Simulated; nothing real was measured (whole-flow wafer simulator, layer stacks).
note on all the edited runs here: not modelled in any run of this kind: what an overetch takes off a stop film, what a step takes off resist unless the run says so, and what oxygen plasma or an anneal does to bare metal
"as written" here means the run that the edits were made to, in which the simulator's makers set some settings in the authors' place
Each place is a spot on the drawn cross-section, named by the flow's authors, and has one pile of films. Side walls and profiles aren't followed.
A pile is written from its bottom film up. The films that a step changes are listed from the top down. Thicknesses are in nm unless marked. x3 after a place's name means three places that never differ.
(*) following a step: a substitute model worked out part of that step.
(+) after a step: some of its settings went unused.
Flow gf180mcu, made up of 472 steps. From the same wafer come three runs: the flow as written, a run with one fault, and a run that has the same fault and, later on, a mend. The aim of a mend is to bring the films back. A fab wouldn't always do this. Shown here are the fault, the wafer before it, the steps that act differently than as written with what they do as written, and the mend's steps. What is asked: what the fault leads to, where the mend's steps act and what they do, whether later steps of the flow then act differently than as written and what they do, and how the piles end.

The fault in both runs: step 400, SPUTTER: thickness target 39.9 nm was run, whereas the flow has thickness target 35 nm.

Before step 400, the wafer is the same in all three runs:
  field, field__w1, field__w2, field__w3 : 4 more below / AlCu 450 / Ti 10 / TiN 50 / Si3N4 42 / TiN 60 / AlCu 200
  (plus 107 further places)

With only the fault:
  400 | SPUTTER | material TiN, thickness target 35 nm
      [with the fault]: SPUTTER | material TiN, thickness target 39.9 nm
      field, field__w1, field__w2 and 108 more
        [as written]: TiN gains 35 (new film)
        [with the fault]: TiN gains 39.9 (new film)
  Later steps of the flow acting differently than as written (not shown: 9 more steps that differ only slightly, by at most 2% or 0.5 nm, whichever is larger):
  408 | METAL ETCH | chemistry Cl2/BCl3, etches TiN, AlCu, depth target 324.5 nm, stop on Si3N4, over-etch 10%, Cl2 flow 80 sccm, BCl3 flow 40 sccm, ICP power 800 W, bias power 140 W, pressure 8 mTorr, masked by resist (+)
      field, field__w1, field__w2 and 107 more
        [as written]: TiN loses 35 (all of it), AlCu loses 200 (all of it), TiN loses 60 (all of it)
        [with the fault]: TiN loses 39.9 (all of it), AlCu loses 200 (all of it), TiN loses 60 (all of it)
  The piles end different from the flow's at mim by more than 2% or 0.5 nm, whichever is larger.
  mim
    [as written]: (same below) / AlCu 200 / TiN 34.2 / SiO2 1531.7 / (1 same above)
    [with the fault]: (same below) / AlCu 200 / TiN 39.1 / SiO2 1531.7 / (1 same above)

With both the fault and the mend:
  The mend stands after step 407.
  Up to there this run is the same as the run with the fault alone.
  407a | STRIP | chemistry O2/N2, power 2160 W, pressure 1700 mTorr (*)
      mim
        resist loses 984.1 (all of it)
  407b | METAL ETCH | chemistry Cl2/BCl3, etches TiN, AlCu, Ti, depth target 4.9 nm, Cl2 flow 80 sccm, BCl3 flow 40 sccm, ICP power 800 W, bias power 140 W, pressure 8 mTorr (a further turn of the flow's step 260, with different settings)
      field, field__w1, field__w2 and 108 more
        TiN loses 4.9
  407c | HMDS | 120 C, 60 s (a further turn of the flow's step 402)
      alters no film at any place that is followed
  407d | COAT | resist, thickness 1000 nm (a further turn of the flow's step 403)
      field, field__w1, field__w2 and 108 more
        resist gains 1000 (new film)
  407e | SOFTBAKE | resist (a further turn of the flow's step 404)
      alters no film at any place that is followed
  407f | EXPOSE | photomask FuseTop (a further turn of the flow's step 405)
      alters no film at any place that is followed
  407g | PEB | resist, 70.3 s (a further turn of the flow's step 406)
      field, field__w1, field__w2 and 108 more
        resist loses 15.9
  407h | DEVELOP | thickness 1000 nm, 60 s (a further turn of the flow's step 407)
      field, field__w1, field__w2 and 107 more
        resist loses 984.1 (all of it)
  None of the later steps of the flow acts differently than as written at any place that is followed.
  By the end, the piles equal the flow's at every place that both follow.
